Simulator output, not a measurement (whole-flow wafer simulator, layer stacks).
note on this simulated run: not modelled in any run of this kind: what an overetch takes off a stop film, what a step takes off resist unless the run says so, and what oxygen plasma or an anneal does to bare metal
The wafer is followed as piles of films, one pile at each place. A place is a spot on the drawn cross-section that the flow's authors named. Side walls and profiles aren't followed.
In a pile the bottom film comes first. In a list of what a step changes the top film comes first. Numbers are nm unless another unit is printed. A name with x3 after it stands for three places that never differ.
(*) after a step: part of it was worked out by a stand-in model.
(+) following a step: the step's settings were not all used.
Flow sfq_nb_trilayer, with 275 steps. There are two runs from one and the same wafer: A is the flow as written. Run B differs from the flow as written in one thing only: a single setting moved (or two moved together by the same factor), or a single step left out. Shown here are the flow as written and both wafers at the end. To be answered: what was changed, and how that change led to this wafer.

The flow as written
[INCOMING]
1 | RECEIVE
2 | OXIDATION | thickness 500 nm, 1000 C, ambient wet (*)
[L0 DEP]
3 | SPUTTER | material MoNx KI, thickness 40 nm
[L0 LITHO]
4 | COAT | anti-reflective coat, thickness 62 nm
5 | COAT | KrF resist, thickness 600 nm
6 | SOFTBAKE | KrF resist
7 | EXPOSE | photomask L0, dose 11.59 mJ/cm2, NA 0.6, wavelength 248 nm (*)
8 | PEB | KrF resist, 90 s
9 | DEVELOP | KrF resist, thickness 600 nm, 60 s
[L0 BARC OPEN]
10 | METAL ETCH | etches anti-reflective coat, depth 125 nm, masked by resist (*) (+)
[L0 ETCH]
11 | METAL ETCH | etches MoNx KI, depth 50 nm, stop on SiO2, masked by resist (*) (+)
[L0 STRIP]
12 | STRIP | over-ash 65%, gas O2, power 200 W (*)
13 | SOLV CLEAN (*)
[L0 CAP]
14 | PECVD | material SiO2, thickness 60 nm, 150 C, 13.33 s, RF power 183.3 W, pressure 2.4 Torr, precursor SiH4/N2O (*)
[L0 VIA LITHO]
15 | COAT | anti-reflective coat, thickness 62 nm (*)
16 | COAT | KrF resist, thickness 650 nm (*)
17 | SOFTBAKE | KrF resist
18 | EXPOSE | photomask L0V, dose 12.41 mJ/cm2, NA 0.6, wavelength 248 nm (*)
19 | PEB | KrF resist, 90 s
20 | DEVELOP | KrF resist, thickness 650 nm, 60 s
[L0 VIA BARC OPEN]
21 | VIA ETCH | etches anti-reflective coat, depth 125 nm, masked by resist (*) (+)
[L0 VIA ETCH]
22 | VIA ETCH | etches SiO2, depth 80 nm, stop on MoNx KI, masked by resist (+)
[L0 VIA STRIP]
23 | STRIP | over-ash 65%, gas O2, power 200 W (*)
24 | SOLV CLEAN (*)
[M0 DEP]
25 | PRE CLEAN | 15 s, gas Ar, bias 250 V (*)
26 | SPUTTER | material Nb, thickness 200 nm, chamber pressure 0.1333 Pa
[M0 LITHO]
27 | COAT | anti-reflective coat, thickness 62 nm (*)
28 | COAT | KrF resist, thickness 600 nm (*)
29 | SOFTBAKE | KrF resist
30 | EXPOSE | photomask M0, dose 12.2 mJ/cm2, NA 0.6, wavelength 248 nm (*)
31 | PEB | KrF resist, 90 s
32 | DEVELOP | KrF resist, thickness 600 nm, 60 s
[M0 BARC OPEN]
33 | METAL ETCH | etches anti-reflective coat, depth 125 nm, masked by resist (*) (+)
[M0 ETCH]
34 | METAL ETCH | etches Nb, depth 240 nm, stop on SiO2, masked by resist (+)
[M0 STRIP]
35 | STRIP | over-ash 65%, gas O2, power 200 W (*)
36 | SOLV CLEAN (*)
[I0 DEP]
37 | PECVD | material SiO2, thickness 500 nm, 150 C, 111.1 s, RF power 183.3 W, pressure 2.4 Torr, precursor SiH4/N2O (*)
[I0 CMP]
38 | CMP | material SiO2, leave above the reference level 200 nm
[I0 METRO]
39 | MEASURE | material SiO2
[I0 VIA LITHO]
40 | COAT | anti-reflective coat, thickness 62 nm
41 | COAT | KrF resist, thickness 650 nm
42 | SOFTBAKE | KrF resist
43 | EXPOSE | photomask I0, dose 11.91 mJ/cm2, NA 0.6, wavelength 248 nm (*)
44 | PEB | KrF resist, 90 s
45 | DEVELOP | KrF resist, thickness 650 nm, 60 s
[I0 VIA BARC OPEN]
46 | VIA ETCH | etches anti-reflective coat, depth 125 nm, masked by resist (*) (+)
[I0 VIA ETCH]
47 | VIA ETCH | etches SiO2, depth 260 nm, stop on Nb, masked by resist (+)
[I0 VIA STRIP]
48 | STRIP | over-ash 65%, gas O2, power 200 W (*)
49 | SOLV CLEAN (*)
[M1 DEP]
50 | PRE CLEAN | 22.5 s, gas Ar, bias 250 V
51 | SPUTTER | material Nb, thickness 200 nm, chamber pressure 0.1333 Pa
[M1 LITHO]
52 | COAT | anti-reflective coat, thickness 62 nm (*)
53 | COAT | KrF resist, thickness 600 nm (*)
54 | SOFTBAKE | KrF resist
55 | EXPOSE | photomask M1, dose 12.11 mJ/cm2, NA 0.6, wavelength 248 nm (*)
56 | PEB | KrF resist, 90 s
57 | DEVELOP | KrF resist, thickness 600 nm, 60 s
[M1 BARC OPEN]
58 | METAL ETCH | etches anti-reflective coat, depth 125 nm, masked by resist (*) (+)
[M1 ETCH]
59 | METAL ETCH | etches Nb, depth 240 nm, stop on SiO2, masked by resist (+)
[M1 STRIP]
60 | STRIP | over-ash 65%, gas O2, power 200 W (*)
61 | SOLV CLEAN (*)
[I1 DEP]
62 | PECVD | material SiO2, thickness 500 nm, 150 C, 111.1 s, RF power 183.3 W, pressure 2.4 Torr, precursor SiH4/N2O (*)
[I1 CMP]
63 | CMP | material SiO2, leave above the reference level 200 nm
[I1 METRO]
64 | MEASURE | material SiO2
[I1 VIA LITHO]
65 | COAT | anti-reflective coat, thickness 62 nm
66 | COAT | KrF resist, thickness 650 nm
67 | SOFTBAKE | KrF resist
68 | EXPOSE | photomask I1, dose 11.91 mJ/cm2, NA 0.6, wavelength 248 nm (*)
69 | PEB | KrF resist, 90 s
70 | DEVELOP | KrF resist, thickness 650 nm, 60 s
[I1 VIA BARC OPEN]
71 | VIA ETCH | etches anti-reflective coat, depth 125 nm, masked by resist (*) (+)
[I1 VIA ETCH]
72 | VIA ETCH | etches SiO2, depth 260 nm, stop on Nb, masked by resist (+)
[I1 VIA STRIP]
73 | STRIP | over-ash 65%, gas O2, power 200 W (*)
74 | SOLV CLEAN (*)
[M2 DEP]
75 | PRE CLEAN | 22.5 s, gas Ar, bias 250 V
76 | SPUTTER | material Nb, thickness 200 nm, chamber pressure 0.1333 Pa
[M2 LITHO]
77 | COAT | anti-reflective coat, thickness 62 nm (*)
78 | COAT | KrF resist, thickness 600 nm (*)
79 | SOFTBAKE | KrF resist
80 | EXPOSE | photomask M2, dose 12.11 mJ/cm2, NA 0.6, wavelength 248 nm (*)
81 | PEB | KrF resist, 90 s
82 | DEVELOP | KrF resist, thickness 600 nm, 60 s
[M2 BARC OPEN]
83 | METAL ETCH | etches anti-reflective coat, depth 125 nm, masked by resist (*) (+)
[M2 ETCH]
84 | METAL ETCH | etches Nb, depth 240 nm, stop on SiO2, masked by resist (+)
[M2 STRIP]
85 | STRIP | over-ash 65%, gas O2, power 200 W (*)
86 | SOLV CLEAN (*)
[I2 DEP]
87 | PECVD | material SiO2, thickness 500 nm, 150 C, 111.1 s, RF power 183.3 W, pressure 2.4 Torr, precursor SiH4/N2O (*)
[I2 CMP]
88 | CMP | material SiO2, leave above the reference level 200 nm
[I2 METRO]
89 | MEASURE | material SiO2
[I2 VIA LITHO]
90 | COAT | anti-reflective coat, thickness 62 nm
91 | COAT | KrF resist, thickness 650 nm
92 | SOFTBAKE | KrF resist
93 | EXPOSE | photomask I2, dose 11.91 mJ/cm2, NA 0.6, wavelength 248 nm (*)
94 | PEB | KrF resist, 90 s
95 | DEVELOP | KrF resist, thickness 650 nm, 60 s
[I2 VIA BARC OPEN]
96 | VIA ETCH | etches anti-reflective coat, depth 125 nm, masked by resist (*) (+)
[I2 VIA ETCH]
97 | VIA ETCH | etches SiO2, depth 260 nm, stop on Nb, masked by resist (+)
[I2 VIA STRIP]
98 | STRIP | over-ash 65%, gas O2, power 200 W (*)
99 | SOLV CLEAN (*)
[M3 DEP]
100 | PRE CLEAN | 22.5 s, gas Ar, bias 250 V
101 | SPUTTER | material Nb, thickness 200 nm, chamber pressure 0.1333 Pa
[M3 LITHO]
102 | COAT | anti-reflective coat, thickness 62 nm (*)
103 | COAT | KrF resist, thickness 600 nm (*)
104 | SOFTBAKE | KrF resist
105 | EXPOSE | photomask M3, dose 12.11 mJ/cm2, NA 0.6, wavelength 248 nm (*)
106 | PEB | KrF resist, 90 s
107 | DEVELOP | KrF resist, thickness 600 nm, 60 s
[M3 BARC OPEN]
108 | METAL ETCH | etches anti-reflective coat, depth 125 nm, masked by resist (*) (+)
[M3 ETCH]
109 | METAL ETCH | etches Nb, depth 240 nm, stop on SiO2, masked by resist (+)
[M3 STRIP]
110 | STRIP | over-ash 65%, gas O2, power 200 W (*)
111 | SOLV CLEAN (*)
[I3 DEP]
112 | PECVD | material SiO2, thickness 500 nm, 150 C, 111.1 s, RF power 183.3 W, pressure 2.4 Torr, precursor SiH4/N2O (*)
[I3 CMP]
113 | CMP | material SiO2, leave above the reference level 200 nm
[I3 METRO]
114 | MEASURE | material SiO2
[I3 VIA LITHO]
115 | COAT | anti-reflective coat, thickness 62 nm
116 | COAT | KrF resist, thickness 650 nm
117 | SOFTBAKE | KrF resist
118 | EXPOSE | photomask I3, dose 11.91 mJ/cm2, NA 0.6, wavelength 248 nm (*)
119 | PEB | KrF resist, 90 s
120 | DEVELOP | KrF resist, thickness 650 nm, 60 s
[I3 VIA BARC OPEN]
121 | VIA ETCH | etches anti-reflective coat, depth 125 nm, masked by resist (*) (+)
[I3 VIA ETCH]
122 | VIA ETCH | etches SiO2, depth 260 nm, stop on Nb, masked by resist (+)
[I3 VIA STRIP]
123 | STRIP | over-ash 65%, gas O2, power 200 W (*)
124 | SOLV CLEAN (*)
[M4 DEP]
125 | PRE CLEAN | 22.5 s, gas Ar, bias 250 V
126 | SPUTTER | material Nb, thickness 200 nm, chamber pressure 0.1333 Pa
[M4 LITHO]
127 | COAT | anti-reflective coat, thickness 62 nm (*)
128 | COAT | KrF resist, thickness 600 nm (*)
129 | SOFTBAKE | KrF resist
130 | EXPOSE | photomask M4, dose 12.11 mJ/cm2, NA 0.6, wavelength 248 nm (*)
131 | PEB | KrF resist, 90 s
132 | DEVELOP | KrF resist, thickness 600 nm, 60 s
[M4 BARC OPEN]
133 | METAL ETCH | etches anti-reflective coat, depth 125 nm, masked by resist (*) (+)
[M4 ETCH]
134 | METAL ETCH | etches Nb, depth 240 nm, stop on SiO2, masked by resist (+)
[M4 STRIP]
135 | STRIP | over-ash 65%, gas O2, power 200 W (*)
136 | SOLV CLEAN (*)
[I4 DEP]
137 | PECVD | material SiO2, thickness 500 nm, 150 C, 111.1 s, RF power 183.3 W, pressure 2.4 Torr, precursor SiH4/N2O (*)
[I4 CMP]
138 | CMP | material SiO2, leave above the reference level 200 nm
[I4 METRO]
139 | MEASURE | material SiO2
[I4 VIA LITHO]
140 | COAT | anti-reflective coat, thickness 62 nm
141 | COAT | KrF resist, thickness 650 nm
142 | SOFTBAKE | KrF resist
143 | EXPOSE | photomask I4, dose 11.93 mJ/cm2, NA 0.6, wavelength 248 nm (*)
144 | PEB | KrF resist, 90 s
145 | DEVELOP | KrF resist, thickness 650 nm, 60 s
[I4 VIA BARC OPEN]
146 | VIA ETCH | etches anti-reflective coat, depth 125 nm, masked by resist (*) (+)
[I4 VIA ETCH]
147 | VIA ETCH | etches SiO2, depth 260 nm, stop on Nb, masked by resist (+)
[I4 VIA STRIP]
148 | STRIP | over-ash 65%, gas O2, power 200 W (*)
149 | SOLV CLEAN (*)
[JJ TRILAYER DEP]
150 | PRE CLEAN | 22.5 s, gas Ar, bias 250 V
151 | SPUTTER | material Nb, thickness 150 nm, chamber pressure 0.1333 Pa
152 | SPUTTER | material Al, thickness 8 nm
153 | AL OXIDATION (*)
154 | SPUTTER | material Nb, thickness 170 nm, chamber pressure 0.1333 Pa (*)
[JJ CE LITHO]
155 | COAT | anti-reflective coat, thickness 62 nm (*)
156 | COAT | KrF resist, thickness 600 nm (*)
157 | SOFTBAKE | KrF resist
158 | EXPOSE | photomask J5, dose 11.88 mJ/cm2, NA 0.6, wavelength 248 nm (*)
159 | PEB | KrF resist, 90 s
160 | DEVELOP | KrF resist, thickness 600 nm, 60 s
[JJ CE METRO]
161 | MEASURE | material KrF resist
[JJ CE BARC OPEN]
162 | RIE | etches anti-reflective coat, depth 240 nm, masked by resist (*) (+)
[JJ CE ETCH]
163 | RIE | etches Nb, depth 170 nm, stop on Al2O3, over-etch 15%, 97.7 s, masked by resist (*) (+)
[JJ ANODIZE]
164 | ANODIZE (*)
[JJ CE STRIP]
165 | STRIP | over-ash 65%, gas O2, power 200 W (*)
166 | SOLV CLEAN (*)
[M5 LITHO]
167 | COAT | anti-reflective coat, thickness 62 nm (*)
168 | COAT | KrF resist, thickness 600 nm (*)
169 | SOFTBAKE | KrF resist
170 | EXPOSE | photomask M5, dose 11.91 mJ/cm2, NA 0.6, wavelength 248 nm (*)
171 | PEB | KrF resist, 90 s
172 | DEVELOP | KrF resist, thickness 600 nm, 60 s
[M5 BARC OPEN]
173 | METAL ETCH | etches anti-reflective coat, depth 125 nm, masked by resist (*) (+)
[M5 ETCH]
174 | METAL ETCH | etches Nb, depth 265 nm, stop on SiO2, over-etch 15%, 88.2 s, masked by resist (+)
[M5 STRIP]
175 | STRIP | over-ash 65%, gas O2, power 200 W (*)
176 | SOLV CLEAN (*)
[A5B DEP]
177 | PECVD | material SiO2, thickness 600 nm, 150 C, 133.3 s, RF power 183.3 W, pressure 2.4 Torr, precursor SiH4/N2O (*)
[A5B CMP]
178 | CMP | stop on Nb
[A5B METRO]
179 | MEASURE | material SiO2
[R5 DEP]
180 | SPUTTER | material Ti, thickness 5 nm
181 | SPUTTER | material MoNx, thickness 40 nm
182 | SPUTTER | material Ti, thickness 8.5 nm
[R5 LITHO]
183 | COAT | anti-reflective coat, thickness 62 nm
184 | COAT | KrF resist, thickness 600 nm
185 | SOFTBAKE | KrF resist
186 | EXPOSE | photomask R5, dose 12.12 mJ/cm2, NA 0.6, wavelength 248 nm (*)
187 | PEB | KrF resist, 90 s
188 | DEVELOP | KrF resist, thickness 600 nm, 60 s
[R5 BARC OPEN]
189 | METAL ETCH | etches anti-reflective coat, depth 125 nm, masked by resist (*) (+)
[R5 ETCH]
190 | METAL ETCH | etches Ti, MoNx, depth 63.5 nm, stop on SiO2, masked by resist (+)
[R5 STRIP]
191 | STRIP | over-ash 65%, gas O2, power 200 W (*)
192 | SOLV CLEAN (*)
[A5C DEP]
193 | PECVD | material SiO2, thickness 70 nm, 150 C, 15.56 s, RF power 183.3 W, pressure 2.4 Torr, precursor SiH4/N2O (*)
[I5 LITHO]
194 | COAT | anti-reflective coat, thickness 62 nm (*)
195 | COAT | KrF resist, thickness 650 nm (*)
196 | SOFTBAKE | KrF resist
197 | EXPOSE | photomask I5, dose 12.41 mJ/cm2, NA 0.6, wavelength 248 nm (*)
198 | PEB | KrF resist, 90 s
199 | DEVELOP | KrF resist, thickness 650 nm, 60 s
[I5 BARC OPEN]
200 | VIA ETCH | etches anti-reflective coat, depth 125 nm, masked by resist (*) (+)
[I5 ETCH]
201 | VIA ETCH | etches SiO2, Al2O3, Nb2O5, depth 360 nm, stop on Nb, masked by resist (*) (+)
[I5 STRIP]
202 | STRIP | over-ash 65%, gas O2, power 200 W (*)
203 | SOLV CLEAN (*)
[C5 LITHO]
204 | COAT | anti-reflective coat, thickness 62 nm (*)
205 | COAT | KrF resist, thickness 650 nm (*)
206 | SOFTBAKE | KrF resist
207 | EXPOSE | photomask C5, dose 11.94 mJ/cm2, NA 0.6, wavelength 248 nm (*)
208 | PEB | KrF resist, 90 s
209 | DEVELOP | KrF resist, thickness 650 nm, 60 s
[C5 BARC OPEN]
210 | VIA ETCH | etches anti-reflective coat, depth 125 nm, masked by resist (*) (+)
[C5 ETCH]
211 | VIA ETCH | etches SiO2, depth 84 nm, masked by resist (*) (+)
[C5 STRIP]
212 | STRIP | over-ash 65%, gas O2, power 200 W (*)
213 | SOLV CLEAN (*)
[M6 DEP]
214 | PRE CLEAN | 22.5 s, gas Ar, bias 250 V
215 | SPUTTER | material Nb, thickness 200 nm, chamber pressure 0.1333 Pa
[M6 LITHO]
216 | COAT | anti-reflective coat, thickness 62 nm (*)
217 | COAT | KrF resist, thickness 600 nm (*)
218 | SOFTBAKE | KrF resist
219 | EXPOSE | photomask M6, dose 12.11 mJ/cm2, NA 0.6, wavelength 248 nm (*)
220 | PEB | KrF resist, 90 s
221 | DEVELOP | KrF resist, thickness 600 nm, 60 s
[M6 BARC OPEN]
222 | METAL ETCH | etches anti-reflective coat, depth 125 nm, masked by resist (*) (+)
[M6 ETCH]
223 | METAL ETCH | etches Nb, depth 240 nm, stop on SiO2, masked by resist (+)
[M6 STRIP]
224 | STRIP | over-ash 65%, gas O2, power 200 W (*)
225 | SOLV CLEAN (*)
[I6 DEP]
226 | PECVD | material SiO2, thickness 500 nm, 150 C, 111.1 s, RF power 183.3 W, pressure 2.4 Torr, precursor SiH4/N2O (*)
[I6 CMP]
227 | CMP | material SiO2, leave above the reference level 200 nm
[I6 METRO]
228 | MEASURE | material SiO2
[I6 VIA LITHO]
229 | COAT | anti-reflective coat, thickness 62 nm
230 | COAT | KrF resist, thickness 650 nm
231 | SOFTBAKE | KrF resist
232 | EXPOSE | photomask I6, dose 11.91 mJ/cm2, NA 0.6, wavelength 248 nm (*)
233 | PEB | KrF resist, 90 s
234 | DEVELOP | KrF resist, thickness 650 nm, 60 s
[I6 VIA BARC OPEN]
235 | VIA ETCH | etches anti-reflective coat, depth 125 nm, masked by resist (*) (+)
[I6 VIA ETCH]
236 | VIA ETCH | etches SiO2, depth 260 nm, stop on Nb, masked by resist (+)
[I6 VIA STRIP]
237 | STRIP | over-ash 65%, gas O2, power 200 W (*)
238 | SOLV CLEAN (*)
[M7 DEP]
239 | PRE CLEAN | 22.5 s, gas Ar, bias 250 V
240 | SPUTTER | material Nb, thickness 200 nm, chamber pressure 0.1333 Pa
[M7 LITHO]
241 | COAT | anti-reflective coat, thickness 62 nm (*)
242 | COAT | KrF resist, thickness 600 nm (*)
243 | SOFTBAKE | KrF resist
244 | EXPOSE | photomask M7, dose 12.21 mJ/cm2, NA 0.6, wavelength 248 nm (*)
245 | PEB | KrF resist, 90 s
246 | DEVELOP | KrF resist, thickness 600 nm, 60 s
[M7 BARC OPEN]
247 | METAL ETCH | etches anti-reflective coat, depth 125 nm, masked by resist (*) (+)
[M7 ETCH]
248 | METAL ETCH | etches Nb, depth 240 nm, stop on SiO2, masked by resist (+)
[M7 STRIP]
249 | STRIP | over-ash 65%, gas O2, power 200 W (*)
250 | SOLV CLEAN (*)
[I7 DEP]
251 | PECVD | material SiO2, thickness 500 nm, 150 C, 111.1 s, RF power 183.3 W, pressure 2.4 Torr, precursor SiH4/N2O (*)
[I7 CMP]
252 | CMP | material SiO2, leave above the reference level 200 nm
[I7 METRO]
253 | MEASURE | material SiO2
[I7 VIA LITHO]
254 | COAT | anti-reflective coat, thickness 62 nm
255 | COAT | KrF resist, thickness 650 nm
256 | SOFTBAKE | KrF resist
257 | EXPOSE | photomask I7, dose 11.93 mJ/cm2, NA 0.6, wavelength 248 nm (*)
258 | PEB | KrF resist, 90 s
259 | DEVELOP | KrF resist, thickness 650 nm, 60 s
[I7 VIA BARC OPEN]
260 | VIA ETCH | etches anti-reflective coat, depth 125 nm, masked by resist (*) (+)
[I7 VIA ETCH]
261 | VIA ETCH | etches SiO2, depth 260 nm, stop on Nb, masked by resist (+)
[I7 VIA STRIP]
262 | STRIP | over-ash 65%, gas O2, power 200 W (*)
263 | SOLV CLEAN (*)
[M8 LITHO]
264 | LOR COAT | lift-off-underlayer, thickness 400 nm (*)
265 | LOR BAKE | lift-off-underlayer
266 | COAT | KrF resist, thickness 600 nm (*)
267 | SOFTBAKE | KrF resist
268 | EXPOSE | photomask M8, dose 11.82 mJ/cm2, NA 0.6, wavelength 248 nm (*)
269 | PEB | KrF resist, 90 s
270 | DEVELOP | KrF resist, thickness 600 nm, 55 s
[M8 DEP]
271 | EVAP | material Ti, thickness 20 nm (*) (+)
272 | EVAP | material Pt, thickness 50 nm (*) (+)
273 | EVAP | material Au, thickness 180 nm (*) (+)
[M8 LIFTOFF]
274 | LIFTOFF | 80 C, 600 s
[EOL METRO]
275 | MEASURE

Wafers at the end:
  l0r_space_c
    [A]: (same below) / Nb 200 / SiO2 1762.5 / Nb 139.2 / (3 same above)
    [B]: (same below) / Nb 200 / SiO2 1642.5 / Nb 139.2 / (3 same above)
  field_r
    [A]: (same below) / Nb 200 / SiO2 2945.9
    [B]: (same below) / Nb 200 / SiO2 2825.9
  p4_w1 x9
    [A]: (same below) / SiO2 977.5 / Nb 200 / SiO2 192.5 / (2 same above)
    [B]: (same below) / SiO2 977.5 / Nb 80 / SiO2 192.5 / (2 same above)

What caused this: step 101, SPUTTER: thickness 80 nm was run, while the flow as written has thickness 200 nm.
The wafer itself shows it: p4_w1 x9 has Nb 80, and step 101 as written asks for 200 nm.

Step by step, how the change led to this:
  101 | SPUTTER | material Nb, thickness 200 nm, chamber pressure 0.1333 Pa
      field_l, v_sur, via_wl and 102 more: A +200 Nb (new film) | B +80 Nb (new film)
      via_w: A +165.5 Nb | B +65.9 Nb
  102 | COAT | anti-reflective coat, thickness 62 nm (*)
      via_wl: A +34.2 anti-reflective coat (new film) | B +31.8 anti-reflective coat (new film)
      via_w: A +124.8 anti-reflective coat (new film) | B +118.8 anti-reflective coat (new film)
      (also at 1 further place)
  109 | METAL ETCH | etches Nb, depth 240 nm, stop on SiO2, masked by resist (+)
      field_l, be, be_sur and 72 more: A -200 Nb (all of it) | B -80 Nb (all of it)
      v_sur, via_wl, via_w and 28 more: A -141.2 KrF resist | B -70.6 KrF resist
  110 | STRIP | over-ash 65%, gas O2, power 200 W (*)
      p4_w1 x9, wl_j_sl, wl_jj and 13 more: A -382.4 KrF resist (all of it), -62 anti-reflective coat (all of it) | B -453 KrF resist (all of it), -62 anti-reflective coat (all of it)
      v_sur: A -365.3 KrF resist (all of it), -61.1 anti-reflective coat (all of it) | B -438.4 KrF resist (all of it), -60.6 anti-reflective coat (all of it)
      (also at 6 further places)
  112 | PECVD | material SiO2, thickness 500 nm, 150 C, 111.1 s, RF power 183.3 W, pressure 2.4 Torr, precursor SiH4/N2O (*)
      p4_g1 x2, p3_s0 x6: A +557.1 SiO2 | B +500 SiO2
      via_w: A +615 SiO2 (new film) | B +581.4 SiO2 (new film)
  113 | CMP | material SiO2, leave above the reference level 200 nm
      field_l, be, be_sur and 64 more: A -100 SiO2 | B -220 SiO2
      p4_g1 x2, p3_s0 x6: A -157.1 SiO2 | B -220 SiO2
      (also at 1 further place)
